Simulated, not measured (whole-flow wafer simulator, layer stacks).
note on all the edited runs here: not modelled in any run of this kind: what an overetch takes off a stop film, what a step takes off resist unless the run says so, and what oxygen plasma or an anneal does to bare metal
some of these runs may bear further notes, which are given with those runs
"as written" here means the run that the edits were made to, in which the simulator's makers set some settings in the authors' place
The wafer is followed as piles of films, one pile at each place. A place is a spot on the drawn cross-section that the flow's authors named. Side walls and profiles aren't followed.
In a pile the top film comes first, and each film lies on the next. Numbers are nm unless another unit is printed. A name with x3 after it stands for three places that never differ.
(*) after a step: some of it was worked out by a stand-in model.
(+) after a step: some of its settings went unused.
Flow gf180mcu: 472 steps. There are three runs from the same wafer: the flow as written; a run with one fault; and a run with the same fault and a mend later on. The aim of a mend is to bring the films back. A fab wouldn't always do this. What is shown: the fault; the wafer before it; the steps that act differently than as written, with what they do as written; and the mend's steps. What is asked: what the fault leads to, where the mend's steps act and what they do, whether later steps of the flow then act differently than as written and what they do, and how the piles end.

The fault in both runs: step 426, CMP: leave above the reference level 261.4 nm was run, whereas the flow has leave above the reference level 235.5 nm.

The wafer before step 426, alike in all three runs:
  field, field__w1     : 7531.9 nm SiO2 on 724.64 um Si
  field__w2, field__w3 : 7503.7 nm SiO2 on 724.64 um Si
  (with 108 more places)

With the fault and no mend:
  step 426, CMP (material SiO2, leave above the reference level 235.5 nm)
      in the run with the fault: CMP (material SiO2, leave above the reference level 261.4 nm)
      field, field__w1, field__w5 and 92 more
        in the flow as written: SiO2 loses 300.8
        in the run with the fault: SiO2 loses 274.9
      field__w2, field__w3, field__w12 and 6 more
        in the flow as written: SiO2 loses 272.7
        in the run with the fault: SiO2 loses 246.8
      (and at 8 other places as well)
  Later steps of the flow acting differently than as written (2 other steps are not shown; they differ only slightly, by no more than 2% or 0.5 nm, whichever is larger):
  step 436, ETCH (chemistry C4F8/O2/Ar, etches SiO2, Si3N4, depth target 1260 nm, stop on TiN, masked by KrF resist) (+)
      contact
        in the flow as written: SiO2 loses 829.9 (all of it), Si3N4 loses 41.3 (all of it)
        in the run with the fault: SiO2 loses 855.8 (all of it), Si3N4 loses 41.3 (all of it)
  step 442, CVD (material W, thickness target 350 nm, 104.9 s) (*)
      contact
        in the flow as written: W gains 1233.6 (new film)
        in the run with the fault: W gains 1259.7 (new film)
  By the end, the piles at field__w8, contact, m1, m1__w1, m1_nw depart from the flow's by more than 2% or 0.5 nm, whichever is larger.
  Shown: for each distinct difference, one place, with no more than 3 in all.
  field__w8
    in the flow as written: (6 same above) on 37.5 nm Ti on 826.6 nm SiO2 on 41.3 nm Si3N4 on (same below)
    in the run with the fault: (6 same above) on 37.5 nm Ti on 852.5 nm SiO2 on 41.3 nm Si3N4 on (same below)
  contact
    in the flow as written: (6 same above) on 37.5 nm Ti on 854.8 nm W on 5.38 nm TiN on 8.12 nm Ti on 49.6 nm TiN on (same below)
    in the run with the fault: (6 same above) on 37.5 nm Ti on 880.9 nm W on 5.3 nm TiN on 8 nm Ti on 49.6 nm TiN on (same below)

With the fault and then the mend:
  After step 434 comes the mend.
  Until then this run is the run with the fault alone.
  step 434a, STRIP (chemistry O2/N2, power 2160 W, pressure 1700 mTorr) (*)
      field, field__w1, field__w2 and 108 more
        KrF resist loses 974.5 (all of it), anti-reflective coat loses 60 (all of it)
      contact
        anti-reflective coat loses 60 (all of it)
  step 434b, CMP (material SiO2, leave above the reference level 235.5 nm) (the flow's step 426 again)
      field, field__w1, field__w2 and 109 more
        SiO2 loses 25.9
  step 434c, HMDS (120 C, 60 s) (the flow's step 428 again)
      alters no film at any place that is followed
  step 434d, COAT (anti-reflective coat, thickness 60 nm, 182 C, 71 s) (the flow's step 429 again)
      field, field__w1, field__w2 and 109 more
        anti-reflective coat gains 60 (new film)
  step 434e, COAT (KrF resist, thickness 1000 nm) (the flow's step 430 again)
      field, field__w1, field__w2 and 109 more
        KrF resist gains 1000 (new film)
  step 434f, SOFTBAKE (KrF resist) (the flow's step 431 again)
      alters no film at any place that is followed
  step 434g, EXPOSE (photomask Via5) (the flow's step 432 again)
      alters no film at any place that is followed
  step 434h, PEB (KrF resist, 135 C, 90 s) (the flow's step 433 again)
      field, field__w1, field__w2 and 109 more
        KrF resist loses 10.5
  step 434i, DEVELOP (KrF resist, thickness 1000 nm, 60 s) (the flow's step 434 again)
      field, field__w1, field__w2 and 108 more
        KrF resist loses 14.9
      contact
        KrF resist loses 989.5 (all of it)
  Later steps of the flow that are run all act as written at every place that is followed.
  At every place that both follow, the piles at the end match the flow's.
